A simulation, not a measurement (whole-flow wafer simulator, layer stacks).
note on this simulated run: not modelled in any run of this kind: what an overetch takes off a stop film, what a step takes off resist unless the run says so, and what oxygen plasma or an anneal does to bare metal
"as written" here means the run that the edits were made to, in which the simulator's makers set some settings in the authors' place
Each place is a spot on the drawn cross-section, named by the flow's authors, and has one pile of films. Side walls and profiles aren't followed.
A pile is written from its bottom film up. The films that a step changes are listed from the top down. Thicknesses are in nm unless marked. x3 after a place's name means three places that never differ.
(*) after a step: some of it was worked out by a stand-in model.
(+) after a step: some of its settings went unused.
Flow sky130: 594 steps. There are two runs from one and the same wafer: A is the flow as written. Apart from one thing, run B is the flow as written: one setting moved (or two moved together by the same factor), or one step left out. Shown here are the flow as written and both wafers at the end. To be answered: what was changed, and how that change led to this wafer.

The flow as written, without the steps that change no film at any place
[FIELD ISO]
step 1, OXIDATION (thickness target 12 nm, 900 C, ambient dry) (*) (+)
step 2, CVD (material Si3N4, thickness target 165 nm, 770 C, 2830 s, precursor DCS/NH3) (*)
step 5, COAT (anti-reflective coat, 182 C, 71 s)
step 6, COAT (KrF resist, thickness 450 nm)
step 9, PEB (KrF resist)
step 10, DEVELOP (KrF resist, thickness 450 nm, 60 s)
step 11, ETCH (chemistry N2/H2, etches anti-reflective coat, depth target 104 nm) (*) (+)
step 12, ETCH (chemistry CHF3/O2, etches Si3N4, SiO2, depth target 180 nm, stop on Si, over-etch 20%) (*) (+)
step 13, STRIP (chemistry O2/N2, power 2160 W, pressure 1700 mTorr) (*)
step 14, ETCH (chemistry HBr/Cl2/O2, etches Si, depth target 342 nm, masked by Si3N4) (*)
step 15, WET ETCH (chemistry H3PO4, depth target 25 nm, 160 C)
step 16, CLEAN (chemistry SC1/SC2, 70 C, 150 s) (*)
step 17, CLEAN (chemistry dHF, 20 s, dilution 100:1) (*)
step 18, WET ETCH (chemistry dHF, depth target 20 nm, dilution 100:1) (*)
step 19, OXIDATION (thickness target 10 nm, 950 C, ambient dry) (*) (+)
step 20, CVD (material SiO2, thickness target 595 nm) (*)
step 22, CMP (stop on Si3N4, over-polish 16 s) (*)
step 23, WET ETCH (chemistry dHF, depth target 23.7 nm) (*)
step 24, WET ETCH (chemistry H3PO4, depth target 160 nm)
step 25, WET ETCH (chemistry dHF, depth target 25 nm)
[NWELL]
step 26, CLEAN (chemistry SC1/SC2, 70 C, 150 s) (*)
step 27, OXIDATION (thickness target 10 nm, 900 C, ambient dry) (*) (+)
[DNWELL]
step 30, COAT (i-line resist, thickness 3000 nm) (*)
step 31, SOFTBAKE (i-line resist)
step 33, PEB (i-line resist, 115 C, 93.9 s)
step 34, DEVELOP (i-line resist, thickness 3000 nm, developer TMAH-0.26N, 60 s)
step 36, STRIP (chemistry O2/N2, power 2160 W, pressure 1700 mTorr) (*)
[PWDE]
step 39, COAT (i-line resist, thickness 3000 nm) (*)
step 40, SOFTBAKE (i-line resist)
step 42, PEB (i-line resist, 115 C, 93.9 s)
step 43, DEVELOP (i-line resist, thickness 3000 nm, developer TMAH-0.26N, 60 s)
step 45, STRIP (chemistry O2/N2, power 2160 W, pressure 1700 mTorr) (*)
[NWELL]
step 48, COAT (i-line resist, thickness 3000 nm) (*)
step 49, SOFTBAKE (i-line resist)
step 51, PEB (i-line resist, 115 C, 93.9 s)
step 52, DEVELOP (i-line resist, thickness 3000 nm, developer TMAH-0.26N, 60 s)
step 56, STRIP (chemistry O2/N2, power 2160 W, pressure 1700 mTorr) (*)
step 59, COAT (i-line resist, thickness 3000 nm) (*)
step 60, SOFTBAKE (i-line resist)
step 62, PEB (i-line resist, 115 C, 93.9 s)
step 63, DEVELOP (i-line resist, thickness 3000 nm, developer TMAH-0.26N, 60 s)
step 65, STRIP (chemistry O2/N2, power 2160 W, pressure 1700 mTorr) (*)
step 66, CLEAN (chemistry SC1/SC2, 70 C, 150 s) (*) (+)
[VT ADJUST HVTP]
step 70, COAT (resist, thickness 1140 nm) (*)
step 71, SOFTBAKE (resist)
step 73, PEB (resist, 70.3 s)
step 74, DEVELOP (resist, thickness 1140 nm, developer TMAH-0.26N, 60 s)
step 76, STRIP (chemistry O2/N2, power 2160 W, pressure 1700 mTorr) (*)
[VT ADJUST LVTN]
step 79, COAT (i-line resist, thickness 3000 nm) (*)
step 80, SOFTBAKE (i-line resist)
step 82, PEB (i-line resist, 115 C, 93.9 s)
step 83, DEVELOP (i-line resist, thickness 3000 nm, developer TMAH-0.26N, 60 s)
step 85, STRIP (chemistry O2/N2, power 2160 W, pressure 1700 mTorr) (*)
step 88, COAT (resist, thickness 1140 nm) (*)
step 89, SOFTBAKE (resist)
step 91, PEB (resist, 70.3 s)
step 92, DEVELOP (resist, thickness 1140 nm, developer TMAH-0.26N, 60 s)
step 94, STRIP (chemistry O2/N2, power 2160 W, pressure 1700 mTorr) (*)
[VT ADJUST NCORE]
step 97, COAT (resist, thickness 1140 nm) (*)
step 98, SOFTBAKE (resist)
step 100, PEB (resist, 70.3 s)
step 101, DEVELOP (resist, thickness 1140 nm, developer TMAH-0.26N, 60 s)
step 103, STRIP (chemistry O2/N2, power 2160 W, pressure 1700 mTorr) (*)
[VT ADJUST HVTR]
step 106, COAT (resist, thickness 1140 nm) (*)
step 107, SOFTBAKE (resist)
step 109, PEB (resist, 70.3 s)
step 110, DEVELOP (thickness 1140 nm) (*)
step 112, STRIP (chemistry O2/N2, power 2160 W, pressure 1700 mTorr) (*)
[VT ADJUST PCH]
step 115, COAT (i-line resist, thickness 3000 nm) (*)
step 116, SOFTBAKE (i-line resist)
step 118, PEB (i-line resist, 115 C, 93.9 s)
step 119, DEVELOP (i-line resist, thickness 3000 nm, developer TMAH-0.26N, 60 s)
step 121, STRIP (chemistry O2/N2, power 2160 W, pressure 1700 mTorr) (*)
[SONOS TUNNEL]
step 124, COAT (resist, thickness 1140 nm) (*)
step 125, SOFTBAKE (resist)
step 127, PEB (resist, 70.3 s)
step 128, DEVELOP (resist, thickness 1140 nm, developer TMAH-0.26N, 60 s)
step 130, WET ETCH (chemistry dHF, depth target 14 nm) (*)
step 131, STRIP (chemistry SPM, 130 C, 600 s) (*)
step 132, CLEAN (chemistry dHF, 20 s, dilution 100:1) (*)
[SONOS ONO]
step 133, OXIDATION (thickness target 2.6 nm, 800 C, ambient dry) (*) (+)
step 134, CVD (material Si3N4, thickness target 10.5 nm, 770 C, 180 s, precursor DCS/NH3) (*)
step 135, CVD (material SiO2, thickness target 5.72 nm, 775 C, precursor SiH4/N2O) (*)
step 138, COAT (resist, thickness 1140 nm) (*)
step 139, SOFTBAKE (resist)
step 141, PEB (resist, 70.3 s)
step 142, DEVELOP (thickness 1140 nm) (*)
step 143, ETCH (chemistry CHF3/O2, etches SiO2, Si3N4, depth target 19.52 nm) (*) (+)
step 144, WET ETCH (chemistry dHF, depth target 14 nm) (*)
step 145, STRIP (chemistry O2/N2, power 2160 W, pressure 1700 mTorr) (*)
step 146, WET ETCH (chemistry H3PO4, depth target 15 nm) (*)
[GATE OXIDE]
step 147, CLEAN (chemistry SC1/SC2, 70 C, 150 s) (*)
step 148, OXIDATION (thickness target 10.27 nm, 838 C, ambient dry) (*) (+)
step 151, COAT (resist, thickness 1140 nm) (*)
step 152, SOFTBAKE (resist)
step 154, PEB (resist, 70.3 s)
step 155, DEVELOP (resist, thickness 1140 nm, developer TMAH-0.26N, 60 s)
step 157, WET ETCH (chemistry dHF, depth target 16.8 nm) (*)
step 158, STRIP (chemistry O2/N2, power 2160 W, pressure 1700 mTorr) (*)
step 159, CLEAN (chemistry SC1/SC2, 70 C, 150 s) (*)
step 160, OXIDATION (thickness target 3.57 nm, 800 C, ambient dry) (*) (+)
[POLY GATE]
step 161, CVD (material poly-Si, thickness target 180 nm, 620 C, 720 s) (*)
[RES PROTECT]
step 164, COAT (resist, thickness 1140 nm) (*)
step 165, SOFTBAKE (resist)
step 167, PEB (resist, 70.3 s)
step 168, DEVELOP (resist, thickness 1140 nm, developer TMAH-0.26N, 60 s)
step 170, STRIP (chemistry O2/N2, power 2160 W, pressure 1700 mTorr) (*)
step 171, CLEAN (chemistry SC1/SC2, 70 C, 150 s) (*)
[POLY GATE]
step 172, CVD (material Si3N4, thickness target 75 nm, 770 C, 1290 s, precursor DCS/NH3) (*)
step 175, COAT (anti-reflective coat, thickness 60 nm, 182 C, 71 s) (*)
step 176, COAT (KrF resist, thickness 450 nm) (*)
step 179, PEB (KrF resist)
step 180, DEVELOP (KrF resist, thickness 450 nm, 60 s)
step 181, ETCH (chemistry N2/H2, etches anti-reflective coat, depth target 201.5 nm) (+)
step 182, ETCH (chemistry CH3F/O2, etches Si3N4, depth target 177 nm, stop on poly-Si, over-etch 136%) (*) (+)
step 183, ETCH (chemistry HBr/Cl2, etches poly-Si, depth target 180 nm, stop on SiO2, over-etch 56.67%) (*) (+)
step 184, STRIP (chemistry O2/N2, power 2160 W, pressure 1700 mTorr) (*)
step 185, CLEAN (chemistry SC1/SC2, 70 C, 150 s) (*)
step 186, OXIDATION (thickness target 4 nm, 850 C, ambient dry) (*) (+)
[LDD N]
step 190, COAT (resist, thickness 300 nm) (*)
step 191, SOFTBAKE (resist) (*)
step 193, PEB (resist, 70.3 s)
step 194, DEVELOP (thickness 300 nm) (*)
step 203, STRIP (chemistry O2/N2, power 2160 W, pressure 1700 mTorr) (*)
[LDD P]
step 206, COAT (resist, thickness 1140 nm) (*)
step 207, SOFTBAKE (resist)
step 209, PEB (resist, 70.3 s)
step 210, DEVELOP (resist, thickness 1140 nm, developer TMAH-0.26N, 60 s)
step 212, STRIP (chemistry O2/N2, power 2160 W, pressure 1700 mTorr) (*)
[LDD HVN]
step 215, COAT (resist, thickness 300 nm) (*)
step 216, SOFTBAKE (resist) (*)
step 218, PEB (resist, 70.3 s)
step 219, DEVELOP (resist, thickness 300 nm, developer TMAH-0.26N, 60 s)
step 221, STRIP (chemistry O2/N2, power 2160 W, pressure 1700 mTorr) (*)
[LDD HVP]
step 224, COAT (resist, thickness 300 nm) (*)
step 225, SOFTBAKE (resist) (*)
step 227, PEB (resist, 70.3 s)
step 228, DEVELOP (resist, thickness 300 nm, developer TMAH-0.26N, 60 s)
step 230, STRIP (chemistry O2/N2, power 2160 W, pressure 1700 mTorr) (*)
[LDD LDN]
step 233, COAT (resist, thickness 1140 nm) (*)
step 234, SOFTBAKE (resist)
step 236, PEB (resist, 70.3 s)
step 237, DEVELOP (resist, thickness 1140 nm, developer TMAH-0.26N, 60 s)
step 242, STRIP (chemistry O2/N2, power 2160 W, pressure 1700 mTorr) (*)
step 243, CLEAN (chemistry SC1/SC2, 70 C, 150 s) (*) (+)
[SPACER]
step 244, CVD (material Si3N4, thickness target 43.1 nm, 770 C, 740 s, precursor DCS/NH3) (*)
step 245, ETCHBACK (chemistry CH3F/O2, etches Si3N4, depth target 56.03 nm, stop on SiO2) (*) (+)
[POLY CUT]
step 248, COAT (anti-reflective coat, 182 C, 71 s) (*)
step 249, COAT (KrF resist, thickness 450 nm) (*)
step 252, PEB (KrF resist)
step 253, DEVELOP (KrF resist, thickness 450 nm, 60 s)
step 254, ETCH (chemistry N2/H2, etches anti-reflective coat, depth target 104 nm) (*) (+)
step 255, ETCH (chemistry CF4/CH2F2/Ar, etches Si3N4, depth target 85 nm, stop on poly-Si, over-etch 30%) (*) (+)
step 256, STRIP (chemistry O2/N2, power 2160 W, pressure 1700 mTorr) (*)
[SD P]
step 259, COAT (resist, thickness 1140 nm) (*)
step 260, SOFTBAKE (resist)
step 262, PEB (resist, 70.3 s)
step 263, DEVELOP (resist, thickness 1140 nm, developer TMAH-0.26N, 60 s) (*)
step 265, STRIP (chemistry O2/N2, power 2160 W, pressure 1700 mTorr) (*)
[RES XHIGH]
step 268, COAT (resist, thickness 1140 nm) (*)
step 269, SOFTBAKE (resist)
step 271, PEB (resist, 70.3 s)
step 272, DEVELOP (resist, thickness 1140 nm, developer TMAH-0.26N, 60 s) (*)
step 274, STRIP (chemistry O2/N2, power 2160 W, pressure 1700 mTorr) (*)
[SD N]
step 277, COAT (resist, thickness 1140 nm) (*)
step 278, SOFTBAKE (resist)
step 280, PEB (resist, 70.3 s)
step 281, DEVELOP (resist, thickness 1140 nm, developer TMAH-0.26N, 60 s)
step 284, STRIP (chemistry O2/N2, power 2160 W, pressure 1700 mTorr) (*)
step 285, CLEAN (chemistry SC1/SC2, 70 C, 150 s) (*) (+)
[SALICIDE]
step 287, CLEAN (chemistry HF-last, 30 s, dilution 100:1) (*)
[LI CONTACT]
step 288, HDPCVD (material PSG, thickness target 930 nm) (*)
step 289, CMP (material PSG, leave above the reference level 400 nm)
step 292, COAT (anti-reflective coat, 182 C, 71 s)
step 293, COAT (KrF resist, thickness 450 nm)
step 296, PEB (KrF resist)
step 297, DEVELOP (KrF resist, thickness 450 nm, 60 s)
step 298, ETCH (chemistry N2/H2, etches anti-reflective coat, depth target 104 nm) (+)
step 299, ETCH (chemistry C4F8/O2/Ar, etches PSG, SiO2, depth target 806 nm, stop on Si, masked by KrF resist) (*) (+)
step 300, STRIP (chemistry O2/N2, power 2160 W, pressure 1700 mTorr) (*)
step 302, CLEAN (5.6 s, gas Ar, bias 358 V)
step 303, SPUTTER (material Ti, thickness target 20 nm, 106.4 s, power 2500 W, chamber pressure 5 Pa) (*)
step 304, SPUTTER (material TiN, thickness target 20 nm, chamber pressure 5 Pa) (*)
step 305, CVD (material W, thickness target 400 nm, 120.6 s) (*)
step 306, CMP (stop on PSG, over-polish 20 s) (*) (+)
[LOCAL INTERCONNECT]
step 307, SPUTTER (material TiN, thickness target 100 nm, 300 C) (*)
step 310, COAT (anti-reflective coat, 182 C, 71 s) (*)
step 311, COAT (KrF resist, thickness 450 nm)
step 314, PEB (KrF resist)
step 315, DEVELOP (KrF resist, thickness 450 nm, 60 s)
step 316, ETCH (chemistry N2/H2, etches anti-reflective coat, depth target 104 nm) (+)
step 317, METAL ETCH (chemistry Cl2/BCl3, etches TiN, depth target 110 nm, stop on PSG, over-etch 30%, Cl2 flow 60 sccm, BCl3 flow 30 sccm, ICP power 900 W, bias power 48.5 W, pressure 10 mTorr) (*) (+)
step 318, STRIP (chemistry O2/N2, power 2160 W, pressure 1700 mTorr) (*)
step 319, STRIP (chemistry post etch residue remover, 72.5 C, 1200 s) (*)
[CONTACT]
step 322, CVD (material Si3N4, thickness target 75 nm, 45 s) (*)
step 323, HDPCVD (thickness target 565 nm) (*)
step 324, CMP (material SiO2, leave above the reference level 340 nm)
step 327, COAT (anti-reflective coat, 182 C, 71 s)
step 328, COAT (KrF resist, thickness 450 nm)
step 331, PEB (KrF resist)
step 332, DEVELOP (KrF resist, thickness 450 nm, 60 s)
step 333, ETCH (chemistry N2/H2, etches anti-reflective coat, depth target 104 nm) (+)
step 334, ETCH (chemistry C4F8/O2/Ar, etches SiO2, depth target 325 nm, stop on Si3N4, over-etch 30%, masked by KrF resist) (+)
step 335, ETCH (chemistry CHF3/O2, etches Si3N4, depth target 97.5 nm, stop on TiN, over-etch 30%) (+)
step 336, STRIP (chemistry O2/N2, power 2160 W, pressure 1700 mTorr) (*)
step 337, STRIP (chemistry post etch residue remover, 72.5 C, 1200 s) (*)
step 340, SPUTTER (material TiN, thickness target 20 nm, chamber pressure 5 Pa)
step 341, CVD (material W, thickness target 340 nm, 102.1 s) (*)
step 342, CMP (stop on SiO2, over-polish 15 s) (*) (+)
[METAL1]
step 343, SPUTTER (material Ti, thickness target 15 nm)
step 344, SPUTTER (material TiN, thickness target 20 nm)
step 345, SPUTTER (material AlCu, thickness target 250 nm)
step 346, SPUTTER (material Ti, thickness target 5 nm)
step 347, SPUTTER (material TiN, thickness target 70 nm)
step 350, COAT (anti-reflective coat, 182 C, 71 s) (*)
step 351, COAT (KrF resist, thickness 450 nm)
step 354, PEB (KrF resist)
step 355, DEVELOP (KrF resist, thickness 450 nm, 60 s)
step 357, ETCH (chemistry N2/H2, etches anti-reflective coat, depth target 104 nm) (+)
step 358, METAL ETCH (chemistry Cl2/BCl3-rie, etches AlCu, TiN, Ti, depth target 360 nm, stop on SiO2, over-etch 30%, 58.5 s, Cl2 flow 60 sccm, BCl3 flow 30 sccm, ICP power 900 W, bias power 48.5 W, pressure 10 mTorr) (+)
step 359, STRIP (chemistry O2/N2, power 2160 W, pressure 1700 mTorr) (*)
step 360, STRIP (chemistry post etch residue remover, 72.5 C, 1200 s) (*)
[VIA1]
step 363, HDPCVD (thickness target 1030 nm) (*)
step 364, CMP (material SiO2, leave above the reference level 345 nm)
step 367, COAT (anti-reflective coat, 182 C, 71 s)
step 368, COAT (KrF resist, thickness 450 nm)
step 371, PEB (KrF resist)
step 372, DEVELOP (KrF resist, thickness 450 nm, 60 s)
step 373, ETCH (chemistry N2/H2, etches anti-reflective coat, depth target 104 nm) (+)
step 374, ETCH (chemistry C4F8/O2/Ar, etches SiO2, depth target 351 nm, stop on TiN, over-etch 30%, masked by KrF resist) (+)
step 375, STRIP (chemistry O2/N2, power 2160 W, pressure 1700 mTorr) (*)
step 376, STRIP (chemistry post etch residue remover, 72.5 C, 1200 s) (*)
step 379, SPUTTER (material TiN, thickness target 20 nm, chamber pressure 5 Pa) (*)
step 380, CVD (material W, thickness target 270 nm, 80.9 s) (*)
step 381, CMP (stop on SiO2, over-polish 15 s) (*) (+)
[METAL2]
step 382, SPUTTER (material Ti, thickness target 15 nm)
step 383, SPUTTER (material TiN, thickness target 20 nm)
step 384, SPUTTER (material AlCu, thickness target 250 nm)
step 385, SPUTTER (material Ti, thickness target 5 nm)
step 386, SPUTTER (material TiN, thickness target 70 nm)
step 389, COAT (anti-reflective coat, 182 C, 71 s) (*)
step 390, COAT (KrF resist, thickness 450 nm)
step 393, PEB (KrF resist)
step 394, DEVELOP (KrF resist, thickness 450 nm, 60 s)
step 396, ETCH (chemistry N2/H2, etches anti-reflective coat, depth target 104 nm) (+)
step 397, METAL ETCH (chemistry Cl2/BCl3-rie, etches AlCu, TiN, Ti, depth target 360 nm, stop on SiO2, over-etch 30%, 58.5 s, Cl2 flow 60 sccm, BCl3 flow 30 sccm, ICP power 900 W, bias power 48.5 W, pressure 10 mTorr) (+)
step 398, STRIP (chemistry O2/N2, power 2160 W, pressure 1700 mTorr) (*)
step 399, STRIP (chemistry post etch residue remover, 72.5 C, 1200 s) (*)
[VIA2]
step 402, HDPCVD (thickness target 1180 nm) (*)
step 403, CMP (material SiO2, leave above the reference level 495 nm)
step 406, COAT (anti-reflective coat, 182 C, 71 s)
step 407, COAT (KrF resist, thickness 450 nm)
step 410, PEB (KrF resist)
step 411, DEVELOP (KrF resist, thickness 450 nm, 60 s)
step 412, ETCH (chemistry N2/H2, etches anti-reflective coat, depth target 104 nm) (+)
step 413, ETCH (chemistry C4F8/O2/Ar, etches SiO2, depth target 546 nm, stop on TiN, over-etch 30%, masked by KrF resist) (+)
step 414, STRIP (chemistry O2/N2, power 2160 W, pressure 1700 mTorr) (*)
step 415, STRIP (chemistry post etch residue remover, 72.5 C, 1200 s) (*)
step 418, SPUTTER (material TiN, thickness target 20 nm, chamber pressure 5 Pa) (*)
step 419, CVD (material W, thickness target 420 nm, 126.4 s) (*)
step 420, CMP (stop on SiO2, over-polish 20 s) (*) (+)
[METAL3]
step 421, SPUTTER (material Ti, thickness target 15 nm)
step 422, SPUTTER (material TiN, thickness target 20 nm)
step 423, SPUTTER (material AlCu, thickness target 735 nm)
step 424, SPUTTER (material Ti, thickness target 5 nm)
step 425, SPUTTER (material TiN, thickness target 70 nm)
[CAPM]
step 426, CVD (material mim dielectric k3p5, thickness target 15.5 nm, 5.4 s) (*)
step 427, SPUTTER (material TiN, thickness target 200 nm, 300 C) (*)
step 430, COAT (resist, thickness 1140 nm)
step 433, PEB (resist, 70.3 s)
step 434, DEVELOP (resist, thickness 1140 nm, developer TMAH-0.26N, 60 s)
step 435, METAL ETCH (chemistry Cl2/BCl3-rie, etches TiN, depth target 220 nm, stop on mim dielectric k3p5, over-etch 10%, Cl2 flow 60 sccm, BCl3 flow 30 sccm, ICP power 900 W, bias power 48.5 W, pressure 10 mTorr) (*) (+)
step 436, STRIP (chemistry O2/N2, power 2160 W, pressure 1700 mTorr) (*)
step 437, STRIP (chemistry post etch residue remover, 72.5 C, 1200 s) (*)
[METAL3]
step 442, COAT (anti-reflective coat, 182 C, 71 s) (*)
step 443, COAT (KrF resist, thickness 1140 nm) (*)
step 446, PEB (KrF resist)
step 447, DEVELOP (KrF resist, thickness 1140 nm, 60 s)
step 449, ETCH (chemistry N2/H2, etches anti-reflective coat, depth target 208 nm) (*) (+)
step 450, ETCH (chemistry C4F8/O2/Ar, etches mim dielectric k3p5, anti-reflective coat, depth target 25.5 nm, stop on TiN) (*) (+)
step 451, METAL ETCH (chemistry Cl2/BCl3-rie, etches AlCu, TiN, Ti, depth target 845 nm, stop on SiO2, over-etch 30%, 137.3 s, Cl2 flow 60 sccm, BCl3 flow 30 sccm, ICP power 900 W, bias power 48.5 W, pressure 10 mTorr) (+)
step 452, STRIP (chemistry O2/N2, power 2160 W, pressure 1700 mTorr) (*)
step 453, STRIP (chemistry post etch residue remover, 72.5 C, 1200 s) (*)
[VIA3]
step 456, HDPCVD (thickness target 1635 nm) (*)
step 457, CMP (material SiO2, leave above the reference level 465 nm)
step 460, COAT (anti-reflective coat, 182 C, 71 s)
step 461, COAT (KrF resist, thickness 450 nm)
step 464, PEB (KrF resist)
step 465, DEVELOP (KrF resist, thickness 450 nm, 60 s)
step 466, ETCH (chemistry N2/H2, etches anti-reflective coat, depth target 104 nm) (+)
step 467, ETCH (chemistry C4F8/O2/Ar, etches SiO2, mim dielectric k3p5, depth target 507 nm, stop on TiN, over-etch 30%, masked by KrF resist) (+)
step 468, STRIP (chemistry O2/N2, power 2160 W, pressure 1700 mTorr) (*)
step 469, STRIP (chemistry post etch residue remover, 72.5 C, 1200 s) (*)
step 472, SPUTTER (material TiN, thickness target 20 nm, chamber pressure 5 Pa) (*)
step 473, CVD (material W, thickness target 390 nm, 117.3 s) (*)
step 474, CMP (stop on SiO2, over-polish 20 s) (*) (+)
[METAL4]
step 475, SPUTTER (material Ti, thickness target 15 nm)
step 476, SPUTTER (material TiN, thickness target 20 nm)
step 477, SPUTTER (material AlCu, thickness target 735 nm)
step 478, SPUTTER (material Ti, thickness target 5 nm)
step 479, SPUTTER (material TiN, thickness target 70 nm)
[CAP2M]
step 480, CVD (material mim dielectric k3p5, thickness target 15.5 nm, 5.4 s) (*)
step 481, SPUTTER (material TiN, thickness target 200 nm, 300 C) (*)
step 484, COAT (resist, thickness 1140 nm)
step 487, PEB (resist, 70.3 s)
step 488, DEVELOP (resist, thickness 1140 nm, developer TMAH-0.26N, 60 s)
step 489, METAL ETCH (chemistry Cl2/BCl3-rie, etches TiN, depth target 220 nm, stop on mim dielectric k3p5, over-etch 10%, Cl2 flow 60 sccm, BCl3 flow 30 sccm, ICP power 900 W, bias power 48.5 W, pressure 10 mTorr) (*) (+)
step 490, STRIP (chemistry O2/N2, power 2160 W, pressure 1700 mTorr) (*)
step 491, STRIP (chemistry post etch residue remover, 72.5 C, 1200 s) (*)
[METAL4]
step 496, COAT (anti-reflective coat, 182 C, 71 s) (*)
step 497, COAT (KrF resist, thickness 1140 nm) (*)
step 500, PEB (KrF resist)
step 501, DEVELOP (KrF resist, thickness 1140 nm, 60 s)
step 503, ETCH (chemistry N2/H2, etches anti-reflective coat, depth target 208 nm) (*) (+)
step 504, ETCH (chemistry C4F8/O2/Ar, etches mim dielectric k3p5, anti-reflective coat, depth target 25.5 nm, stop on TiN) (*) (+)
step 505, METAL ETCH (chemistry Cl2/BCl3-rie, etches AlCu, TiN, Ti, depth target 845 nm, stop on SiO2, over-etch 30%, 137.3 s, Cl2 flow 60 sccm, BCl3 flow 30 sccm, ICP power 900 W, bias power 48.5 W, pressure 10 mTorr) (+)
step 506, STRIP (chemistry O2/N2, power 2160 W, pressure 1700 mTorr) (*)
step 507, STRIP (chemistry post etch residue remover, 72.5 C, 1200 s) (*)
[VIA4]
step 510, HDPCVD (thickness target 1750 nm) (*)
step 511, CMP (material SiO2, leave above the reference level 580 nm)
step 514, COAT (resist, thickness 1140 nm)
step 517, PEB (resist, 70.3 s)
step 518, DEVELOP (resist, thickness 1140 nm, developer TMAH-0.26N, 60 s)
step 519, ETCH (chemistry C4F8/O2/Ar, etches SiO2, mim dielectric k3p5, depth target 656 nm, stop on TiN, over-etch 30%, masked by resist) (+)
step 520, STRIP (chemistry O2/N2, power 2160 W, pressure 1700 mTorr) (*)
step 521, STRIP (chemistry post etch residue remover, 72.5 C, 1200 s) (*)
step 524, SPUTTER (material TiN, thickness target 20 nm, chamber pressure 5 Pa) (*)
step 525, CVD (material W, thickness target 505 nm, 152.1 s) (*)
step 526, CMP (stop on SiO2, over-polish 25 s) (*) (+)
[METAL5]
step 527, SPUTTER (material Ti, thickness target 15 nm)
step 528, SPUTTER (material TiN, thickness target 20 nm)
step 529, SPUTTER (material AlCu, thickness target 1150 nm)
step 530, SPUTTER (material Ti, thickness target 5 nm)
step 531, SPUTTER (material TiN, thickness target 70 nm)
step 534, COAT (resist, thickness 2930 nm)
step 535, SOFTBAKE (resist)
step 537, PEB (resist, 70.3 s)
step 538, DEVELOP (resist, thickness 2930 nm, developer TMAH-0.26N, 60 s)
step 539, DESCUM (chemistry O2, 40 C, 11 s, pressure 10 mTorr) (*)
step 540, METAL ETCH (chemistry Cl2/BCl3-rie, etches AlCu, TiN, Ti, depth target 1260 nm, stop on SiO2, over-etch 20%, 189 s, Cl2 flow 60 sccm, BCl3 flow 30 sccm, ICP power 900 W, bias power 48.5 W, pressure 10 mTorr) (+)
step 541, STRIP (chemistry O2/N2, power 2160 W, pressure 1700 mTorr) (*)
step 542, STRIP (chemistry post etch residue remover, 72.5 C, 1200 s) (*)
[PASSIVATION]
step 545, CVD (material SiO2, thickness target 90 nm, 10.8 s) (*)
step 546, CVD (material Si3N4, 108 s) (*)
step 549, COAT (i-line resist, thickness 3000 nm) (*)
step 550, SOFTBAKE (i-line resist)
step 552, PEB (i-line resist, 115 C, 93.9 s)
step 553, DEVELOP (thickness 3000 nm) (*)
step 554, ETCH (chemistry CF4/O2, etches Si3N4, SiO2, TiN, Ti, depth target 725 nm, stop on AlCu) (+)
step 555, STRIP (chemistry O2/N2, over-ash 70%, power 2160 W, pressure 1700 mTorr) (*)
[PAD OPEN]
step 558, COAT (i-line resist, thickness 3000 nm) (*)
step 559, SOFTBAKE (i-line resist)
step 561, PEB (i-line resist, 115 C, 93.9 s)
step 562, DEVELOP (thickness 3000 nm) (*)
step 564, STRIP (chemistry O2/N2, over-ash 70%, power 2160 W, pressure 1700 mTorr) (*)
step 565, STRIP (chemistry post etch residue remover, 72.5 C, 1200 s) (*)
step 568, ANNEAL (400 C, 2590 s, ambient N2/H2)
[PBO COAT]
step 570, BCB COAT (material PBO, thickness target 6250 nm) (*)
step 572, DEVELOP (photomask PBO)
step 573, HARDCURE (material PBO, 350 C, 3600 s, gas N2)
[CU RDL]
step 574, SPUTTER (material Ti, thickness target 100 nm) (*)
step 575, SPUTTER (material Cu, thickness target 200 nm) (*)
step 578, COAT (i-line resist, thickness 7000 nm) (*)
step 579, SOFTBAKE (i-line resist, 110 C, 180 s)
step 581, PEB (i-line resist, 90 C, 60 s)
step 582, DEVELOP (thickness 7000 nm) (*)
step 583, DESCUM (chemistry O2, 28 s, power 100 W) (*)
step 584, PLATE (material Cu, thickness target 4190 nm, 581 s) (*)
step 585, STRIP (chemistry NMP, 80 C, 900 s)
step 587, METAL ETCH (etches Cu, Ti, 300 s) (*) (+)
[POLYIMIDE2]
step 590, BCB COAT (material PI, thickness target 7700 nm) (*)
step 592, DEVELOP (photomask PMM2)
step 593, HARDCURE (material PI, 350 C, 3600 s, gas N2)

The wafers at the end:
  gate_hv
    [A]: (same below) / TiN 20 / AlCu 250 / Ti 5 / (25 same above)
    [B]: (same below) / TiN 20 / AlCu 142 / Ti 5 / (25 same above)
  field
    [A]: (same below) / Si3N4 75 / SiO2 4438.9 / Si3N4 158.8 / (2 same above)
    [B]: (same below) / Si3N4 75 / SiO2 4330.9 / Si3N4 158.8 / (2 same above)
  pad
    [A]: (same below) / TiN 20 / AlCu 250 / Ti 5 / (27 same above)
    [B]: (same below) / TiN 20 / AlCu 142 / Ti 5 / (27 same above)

Cause: step 345, SPUTTER: thickness target 142 nm was run, whereas the flow has thickness target 250 nm.
The wafer lets one read it off: gate_hv has AlCu 142, and step 345 as written asks for 250 nm.

How this came from the change, step by step:
  step 345, SPUTTER (material AlCu, thickness target 250 nm)
      field, active, n_well and 188 more: A AlCu gains 250 (new film) | B AlCu gains 142 (new film)
  step 358, METAL ETCH (chemistry Cl2/BCl3-rie, etches AlCu, TiN, Ti, depth target 360 nm, stop on SiO2, over-etch 30%, 58.5 s, Cl2 flow 60 sccm, BCl3 flow 30 sccm, ICP power 900 W, bias power 48.5 W, pressure 10 mTorr) (+)
      field, active, gate and 81 more: A TiN loses 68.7 (all of it), Ti loses 5 (all of it), AlCu loses 250 (all of it), TiN loses 20 (all of it), Ti loses 15 (all of it), SiO2 loses 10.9 | B TiN loses 68.7 (all of it), Ti loses 5 (all of it), AlCu loses 142 (all of it), TiN loses 20 (all of it), Ti loses 15 (all of it), SiO2 loses 21.7
  step 364, CMP (material SiO2, leave above the reference level 345 nm)
      field, active, gate and 81 more: A SiO2 loses 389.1 | B SiO2 loses 486.3
